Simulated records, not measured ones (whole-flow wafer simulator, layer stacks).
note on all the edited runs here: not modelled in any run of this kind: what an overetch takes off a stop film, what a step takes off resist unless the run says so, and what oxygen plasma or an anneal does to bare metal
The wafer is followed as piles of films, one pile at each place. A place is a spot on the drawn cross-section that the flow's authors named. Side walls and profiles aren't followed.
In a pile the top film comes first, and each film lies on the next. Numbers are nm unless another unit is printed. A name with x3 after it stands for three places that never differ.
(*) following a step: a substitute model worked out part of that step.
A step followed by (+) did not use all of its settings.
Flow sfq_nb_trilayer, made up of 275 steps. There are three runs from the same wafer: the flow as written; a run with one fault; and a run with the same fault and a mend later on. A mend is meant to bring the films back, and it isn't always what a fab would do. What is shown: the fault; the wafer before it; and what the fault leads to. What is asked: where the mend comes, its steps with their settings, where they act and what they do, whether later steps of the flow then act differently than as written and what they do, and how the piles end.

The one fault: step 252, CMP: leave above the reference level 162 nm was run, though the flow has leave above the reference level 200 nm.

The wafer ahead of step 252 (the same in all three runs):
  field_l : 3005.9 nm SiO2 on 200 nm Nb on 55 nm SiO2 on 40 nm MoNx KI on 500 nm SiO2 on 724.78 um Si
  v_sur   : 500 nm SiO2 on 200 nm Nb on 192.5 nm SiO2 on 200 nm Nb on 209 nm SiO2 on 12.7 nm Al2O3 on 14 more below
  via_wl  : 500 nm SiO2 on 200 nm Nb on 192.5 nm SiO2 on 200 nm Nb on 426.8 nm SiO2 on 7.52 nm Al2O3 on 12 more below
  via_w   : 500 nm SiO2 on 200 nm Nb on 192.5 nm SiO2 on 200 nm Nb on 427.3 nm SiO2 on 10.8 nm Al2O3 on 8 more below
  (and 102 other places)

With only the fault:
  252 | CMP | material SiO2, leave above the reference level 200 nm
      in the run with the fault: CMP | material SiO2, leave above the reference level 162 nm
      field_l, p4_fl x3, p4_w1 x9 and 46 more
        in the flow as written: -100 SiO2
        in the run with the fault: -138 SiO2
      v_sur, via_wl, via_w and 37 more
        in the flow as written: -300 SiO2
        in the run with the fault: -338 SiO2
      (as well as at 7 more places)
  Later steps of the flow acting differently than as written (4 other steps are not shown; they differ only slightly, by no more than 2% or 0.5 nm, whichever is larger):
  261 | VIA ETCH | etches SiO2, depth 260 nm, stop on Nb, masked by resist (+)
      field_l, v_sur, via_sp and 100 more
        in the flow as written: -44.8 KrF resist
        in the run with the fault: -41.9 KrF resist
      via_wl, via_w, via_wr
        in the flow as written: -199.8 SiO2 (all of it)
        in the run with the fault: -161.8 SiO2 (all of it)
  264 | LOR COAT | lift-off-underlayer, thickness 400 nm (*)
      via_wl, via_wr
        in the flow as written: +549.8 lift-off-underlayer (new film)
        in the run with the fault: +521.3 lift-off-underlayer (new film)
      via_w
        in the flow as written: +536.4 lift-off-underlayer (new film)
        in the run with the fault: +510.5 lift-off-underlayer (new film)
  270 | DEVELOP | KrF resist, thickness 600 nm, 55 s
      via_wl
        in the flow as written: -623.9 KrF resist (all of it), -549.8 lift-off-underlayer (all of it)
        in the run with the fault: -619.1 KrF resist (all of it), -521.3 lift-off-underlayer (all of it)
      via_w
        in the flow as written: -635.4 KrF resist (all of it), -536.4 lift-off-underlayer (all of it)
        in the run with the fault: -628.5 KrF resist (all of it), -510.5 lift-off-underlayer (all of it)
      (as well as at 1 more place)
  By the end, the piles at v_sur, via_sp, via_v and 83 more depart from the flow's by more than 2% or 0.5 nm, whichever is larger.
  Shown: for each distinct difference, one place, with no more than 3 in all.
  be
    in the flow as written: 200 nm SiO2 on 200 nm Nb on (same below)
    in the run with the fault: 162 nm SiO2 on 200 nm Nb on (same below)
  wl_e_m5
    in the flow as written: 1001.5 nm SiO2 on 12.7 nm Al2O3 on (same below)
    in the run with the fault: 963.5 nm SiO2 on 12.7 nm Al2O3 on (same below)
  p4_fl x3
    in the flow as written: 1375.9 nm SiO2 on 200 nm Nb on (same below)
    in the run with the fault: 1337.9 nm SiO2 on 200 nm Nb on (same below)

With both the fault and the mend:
  After step 253 comes the mend.
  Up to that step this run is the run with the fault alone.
  253a | PECVD | material SiO2, thickness 38 nm, 150 C, 8.444 s, RF power 183.3 W, pressure 2.4 Torr, precursor SiH4/N2O (the flow's step 251 again, with other settings)
      field_l, v_sur, via_wl and 103 more
        +38 SiO2
  Later steps of the flow that are run all act as written at every place that is followed.
  At every place that both follow, the piles at the end match the flow's.
